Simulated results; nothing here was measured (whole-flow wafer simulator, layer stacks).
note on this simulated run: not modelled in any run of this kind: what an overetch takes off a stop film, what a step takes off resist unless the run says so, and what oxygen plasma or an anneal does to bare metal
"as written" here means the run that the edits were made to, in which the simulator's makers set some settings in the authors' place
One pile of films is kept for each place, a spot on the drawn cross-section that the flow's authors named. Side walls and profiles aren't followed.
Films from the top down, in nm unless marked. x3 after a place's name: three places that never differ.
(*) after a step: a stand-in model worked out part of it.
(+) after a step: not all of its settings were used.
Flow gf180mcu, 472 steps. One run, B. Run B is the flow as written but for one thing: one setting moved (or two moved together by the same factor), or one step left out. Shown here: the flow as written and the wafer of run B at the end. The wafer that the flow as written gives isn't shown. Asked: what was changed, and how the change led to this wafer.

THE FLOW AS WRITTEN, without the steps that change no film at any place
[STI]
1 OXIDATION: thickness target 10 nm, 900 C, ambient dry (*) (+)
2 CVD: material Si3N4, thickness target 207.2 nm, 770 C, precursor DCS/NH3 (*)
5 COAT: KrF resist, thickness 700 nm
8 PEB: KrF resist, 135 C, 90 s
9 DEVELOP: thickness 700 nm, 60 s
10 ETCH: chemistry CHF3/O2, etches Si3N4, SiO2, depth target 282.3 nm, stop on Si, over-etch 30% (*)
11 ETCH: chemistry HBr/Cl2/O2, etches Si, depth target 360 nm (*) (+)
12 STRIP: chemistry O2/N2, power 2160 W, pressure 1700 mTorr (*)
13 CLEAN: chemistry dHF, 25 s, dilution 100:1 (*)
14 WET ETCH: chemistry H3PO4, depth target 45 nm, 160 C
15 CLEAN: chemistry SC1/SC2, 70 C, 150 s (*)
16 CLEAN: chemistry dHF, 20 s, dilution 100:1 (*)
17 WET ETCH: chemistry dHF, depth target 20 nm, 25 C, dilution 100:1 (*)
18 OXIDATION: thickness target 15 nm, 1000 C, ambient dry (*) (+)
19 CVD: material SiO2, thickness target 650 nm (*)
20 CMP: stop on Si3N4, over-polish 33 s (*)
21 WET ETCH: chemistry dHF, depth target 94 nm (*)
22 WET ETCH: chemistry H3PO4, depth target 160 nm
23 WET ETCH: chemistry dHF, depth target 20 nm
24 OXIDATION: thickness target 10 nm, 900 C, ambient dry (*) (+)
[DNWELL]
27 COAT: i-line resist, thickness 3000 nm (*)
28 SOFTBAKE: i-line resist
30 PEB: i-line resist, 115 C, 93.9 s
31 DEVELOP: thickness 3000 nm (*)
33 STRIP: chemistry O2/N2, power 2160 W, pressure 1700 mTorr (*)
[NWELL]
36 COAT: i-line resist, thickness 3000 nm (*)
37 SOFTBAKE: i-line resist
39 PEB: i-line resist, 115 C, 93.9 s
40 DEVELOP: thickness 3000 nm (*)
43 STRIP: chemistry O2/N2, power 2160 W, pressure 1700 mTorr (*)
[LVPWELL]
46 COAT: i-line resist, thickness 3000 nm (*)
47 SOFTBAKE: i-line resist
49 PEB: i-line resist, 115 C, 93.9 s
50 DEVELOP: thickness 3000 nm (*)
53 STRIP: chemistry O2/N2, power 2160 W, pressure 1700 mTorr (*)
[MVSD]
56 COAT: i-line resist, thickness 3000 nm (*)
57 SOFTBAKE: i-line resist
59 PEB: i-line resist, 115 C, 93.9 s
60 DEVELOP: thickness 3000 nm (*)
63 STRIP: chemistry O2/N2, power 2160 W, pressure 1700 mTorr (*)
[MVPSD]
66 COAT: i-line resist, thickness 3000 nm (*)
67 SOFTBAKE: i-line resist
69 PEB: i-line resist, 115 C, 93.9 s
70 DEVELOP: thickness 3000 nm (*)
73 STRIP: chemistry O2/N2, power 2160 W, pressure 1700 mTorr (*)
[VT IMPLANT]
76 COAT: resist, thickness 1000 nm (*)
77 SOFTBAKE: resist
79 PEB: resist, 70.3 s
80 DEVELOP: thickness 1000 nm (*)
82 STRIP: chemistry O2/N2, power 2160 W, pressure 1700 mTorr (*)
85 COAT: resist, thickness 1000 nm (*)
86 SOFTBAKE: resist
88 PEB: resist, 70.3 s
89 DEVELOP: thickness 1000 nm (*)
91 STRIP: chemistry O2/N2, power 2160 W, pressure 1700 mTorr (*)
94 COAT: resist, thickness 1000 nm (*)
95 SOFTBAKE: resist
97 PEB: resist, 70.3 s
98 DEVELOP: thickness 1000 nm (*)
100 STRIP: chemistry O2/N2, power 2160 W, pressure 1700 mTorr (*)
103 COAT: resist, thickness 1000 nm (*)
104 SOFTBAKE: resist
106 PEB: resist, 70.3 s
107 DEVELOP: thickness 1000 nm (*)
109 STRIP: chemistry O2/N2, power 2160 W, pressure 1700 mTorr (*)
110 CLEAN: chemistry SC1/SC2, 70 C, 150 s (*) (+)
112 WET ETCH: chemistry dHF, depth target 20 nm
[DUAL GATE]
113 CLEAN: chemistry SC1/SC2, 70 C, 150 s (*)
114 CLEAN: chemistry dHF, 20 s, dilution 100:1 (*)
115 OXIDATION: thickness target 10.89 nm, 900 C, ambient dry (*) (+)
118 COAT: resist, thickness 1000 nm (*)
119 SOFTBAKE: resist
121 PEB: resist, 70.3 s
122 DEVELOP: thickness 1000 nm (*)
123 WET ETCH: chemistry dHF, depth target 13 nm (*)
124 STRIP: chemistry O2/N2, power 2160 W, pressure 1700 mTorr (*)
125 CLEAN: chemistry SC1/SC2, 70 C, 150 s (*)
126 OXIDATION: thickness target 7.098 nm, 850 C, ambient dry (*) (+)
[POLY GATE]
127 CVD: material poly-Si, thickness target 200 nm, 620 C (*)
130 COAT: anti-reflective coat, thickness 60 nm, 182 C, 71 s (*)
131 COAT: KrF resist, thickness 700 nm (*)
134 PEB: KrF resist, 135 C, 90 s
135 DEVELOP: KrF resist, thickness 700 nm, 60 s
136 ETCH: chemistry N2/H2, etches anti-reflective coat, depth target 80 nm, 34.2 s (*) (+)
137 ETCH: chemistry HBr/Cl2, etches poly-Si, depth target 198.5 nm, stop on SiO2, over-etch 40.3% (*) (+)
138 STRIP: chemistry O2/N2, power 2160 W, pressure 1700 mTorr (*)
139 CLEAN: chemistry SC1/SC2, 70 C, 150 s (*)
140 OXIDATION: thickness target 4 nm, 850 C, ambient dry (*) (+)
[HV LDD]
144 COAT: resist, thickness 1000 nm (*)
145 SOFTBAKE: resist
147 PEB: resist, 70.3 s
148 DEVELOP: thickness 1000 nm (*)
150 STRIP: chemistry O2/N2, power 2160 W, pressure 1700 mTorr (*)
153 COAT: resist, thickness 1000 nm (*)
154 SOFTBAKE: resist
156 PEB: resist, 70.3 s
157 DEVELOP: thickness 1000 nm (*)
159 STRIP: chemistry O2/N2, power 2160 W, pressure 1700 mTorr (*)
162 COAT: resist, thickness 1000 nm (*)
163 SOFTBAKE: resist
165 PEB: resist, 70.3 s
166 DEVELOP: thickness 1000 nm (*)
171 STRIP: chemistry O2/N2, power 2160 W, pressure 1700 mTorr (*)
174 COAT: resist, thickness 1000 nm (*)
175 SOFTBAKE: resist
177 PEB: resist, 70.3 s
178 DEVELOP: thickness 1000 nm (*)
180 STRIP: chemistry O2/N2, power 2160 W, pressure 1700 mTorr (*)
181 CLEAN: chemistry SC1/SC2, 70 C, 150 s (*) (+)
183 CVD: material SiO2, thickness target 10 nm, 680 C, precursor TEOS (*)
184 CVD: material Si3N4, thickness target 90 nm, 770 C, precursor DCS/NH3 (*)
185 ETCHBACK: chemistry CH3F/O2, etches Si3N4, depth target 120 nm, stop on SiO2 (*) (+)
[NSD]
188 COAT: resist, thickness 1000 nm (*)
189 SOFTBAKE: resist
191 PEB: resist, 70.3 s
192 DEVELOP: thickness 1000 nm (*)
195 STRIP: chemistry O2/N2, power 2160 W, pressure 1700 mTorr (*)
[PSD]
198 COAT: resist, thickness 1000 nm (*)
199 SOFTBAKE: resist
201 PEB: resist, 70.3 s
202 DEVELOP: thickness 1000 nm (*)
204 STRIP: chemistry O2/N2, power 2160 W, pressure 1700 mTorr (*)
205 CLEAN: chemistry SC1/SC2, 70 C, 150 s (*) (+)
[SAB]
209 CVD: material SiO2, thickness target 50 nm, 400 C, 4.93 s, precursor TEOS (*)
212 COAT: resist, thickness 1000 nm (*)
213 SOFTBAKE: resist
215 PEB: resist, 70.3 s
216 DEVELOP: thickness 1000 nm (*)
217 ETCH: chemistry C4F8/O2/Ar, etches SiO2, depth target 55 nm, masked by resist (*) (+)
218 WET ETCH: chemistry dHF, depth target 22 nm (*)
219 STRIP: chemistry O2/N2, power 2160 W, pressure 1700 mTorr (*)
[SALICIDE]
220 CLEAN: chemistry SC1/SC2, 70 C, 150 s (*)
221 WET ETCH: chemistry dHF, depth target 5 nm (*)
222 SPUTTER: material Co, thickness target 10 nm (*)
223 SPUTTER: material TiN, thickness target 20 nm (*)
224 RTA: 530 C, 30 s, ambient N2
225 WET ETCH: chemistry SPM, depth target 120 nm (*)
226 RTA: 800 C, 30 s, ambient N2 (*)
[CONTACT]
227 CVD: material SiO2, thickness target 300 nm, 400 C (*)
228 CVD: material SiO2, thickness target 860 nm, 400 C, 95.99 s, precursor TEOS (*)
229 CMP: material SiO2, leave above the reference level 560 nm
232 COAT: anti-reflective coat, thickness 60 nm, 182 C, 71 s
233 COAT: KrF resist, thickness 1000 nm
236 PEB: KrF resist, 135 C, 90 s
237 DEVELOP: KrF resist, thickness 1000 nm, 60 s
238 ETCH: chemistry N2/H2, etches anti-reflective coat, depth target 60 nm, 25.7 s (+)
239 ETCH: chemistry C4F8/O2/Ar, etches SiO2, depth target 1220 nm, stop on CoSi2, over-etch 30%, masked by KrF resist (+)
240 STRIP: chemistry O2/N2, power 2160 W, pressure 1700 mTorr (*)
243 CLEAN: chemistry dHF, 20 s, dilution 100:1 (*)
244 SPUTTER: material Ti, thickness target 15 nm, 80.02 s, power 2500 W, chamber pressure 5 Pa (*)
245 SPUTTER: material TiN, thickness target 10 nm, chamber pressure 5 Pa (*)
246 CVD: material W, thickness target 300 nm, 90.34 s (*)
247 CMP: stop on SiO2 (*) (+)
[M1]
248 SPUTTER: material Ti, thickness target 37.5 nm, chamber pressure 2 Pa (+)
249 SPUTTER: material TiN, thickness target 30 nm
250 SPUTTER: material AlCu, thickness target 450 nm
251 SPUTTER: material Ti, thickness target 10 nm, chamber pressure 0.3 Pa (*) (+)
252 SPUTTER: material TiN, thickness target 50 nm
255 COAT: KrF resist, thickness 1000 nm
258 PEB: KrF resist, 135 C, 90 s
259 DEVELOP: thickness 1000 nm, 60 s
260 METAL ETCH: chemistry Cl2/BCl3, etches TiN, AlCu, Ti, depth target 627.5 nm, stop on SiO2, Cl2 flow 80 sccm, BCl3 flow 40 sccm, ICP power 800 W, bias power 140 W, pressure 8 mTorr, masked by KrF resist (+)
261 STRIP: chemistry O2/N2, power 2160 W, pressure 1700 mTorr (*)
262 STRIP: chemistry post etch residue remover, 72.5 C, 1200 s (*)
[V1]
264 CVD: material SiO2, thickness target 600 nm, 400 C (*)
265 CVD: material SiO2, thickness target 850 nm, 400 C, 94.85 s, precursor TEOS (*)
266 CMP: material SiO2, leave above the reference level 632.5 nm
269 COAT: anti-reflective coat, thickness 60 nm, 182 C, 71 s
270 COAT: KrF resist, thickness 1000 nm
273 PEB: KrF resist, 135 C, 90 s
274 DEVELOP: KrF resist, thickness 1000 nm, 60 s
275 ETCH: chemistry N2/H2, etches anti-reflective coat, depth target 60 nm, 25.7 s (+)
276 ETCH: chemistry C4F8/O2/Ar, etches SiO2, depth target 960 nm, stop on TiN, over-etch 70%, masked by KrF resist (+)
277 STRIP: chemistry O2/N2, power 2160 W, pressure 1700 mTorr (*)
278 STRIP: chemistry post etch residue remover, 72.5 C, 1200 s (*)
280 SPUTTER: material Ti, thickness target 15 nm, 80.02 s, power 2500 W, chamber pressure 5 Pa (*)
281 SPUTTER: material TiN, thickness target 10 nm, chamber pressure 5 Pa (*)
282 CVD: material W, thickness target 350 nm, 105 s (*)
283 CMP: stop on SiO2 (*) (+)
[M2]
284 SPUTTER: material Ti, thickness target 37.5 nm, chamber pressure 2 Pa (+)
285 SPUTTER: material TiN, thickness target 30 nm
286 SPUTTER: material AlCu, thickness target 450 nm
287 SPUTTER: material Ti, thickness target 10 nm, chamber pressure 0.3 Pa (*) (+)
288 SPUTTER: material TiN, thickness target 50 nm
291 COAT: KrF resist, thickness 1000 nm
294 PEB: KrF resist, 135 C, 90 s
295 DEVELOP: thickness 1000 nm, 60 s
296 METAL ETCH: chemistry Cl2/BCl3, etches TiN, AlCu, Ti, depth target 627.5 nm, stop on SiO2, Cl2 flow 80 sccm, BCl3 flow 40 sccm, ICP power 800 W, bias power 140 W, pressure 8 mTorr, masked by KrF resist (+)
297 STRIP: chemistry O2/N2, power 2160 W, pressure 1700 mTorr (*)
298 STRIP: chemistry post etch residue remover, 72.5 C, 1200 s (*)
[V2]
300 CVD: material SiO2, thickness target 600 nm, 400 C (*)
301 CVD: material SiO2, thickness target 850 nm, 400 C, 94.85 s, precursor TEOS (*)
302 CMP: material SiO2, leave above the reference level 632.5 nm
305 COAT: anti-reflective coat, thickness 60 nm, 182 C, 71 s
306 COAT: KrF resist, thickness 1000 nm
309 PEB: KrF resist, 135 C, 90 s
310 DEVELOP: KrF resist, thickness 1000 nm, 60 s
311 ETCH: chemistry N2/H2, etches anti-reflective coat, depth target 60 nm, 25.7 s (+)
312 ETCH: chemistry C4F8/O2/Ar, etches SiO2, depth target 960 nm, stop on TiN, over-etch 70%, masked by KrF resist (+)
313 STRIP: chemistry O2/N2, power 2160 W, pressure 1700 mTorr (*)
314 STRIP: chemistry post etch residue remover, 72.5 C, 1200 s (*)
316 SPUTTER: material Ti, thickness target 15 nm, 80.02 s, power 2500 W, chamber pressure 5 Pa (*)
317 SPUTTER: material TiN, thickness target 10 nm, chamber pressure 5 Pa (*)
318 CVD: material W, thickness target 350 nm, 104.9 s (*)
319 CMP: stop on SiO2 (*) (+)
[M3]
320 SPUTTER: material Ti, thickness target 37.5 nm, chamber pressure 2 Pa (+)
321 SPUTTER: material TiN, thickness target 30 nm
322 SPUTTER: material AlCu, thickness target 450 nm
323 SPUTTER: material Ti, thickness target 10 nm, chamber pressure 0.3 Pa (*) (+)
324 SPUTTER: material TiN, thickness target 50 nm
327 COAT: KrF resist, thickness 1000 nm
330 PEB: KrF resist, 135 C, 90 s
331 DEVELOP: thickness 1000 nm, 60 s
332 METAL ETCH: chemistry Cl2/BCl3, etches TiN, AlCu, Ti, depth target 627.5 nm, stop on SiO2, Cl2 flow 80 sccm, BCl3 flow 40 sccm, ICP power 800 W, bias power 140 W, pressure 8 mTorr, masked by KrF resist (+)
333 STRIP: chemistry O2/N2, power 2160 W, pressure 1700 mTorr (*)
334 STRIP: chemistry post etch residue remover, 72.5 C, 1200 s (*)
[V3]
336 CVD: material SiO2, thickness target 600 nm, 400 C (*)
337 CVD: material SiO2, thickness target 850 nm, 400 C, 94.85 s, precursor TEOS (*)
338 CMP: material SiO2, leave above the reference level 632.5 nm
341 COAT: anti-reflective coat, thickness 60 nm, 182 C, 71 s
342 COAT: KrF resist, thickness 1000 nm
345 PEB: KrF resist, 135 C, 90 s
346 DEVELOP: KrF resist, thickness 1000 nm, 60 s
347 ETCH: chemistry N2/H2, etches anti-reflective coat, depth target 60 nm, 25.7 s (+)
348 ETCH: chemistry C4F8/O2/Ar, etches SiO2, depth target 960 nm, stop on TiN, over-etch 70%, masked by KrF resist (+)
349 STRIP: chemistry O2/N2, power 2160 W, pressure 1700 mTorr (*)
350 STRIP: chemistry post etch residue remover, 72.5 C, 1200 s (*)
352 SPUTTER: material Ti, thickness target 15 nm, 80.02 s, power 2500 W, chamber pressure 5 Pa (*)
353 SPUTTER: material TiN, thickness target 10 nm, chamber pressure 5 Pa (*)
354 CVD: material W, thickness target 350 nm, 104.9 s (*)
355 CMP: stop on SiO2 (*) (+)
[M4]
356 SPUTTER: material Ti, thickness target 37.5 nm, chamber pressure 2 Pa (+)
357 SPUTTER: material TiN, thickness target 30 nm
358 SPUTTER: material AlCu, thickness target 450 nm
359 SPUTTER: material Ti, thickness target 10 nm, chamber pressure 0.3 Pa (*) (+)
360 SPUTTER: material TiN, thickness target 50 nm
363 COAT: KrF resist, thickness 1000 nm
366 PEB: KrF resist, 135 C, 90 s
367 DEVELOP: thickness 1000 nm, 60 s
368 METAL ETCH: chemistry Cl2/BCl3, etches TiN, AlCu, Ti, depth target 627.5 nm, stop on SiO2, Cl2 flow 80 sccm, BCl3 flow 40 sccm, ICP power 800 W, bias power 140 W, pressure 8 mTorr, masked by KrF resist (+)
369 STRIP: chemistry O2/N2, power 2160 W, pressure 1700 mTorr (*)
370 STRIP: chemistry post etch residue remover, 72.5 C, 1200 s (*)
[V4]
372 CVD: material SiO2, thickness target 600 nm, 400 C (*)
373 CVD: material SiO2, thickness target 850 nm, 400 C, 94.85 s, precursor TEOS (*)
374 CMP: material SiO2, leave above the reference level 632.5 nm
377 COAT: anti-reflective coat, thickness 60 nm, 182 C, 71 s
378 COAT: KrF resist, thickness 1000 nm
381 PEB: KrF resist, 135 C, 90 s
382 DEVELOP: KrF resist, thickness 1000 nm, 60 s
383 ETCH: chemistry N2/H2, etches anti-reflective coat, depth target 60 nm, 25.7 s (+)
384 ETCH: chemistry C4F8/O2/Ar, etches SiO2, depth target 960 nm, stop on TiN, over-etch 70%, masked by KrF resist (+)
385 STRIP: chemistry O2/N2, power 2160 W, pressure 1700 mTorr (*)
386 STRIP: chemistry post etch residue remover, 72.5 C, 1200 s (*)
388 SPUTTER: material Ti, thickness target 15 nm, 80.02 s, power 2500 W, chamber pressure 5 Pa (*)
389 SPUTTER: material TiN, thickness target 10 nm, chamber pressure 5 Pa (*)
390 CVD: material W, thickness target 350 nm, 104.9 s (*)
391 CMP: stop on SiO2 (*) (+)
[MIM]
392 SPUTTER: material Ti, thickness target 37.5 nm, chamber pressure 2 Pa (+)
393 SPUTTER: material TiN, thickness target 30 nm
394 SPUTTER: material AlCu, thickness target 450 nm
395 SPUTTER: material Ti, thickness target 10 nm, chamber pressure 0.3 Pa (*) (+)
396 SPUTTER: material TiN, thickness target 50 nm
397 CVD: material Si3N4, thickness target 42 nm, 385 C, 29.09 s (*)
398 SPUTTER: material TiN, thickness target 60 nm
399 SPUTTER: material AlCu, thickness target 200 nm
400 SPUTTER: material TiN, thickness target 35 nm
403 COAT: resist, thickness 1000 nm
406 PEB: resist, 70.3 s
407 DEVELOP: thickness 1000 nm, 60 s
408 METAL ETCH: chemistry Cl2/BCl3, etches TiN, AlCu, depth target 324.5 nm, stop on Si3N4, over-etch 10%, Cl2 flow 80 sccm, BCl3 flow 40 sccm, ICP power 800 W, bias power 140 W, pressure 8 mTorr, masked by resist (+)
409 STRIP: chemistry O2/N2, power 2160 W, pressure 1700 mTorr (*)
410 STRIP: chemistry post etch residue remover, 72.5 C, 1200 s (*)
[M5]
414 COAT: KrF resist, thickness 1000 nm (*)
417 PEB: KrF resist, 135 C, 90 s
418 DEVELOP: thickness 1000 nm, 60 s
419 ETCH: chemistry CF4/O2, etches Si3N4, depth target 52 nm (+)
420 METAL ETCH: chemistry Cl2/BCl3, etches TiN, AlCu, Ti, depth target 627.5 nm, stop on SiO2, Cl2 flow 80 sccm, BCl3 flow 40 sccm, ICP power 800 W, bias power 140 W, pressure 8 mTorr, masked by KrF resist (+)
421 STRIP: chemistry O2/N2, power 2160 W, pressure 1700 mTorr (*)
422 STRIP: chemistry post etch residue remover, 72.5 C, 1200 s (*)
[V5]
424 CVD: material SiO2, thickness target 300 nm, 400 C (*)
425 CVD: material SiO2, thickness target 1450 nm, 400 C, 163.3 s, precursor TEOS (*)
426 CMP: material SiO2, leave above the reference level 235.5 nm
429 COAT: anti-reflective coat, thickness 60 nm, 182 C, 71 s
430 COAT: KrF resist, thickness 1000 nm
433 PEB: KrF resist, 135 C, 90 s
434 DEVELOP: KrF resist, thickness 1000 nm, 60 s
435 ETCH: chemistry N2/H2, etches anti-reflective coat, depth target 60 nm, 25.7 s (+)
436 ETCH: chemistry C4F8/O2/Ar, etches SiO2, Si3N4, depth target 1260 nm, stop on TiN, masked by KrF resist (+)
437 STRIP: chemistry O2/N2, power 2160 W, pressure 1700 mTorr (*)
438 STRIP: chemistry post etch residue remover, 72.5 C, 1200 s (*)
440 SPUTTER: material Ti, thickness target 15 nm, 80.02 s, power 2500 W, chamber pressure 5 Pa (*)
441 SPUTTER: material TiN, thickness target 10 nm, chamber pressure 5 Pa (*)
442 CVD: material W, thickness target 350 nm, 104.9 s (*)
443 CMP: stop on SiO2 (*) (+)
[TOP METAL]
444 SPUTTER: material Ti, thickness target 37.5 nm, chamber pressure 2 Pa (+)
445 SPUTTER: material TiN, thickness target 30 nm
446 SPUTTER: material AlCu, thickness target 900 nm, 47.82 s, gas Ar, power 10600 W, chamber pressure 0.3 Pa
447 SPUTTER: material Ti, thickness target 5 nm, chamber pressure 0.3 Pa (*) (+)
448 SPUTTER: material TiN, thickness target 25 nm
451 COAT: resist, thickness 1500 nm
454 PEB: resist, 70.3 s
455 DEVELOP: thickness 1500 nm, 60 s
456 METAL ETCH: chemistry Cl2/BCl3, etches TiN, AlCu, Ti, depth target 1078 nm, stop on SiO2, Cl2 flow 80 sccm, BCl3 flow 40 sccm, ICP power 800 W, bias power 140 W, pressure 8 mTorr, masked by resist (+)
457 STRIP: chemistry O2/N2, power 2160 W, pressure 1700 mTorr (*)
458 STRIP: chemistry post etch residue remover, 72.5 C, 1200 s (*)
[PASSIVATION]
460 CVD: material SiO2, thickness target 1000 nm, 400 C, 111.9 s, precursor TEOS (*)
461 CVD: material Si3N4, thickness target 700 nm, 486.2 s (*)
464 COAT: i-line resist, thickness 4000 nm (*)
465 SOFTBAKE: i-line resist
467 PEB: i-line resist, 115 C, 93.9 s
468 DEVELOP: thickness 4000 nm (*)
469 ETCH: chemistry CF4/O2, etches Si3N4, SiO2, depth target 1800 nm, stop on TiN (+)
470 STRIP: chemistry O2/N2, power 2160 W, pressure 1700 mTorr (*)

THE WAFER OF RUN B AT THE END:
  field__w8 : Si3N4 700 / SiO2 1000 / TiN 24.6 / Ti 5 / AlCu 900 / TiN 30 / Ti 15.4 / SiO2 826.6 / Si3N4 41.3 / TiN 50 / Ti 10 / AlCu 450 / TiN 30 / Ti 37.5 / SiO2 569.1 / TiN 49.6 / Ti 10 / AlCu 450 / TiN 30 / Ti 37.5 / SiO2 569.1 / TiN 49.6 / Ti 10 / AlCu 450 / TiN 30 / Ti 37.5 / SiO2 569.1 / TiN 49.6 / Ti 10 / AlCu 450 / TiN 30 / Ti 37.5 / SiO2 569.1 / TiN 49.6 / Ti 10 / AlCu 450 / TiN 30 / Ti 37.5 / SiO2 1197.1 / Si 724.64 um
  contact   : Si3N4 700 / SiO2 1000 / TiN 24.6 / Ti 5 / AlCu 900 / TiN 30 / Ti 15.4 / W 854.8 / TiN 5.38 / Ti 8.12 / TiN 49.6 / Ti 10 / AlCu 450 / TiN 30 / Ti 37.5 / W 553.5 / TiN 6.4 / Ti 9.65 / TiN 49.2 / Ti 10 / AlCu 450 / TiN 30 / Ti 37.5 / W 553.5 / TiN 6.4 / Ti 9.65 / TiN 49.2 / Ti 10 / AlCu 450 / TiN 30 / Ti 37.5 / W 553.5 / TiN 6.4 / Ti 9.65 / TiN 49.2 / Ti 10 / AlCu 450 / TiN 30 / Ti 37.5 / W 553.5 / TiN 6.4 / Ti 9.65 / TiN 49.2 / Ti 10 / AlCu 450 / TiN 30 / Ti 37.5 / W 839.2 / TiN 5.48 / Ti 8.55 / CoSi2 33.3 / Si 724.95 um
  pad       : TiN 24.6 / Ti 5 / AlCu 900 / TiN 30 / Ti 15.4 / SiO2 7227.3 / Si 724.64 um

The cause: step 444, SPUTTER: thickness target 15.4 nm was run, where the flow has thickness target 37.5 nm.
It can be read off the wafer: field__w8 has Ti 15.4, and step 444 as written asks for 37.5 nm.

How the change led to this, step by step:
  444 SPUTTER: material Ti, thickness target 37.5 nm, chamber pressure 2 Pa (+)
      field, field__w1, field__w2 and 109 more: Ti +15.4 (new film) (as written it would be: Ti +37.5 (new film))
  456 METAL ETCH: chemistry Cl2/BCl3, etches TiN, AlCu, Ti, depth target 1078 nm, stop on SiO2, Cl2 flow 80 sccm, BCl3 flow 40 sccm, ICP power 800 W, bias power 140 W, pressure 8 mTorr, masked by resist (+)
      field, field__w1, field__w2 and 103 more: TiN -25 (all of it), Ti -5 (all of it), AlCu -900 (all of it), TiN -30 (all of it), Ti -15.4 (all of it) (as written it would be: TiN -25 (all of it), Ti -5 (all of it), AlCu -900 (all of it), TiN -30 (all of it), Ti -37.5 (all of it))
  465 SOFTBAKE: i-line resist
      field__w2, field_sub__w4: i-line resist +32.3 (as written it would be: i-line resist +33.4)
      field__w11, field__w13: i-line resist +36.4 (as written it would be: i-line resist +37.6)
      (and at 59 more places)
